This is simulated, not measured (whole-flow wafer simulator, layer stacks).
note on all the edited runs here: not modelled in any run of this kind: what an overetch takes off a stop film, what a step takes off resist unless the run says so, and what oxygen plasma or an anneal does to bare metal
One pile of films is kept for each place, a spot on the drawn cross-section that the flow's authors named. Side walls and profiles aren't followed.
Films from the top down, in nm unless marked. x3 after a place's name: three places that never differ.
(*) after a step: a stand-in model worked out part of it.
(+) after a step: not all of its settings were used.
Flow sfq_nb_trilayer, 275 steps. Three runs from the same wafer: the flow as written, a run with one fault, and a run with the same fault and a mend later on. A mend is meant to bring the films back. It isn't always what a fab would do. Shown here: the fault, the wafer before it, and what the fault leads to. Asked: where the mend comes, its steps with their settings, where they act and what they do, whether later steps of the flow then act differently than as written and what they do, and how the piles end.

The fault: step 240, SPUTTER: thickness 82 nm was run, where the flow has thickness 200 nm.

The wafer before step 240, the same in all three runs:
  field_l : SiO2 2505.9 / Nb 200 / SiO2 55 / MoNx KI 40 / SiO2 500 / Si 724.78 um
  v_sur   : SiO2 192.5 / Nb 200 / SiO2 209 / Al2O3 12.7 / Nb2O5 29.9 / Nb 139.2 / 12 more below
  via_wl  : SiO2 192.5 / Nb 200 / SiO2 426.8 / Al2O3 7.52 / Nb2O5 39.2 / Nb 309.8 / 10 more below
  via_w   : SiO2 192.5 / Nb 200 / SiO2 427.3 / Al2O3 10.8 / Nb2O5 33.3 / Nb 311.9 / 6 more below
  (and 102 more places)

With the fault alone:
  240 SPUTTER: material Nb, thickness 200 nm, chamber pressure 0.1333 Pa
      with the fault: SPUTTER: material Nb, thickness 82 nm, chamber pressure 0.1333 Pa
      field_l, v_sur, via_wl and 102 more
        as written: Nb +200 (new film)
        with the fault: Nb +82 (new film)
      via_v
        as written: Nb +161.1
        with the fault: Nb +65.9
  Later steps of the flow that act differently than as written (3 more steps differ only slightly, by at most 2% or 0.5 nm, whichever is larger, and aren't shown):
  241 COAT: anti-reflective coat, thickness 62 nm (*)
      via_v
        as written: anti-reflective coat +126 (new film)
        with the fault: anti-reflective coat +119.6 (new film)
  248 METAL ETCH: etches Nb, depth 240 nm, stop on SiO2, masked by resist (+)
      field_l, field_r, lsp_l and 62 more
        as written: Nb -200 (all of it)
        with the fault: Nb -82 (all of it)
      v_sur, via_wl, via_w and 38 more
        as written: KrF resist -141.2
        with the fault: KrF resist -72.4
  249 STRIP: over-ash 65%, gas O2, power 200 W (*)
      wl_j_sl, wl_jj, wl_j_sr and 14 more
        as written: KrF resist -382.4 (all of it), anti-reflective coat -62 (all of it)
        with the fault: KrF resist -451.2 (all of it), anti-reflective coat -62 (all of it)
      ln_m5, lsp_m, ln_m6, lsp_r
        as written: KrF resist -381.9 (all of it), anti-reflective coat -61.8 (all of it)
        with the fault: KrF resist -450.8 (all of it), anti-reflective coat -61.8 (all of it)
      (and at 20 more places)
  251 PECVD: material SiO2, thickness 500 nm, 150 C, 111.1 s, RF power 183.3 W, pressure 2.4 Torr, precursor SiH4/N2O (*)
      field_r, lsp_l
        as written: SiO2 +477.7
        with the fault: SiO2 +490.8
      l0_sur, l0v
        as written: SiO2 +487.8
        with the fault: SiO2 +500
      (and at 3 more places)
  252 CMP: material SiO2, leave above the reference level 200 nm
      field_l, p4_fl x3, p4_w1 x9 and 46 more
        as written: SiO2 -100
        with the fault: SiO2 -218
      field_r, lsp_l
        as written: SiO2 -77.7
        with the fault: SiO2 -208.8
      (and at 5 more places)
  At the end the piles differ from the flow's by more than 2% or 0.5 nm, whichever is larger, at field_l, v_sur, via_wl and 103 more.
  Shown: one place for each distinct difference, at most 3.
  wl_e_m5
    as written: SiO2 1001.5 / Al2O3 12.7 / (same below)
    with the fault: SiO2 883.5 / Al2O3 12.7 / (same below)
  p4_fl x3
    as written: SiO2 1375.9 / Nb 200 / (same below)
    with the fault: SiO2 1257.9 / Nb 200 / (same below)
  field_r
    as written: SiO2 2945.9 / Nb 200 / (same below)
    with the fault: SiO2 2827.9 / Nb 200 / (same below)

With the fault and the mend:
  The mend comes after step 240.
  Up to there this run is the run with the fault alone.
  240a SPUTTER: material Nb, thickness 118 nm, chamber pressure 0.1333 Pa (the flow's step 240 once more, with other settings)
      field_l, v_sur, via_wl and 102 more
        Nb +118
      via_v
        Nb +93.8
  No later step of the flow acts differently than as written, at any place that is followed, by more than 2% or 0.5 nm, whichever is larger.
  At the end the piles differ from the flow's only slightly at the places that both follow, by at most 2% or 0.5 nm, whichever is larger.
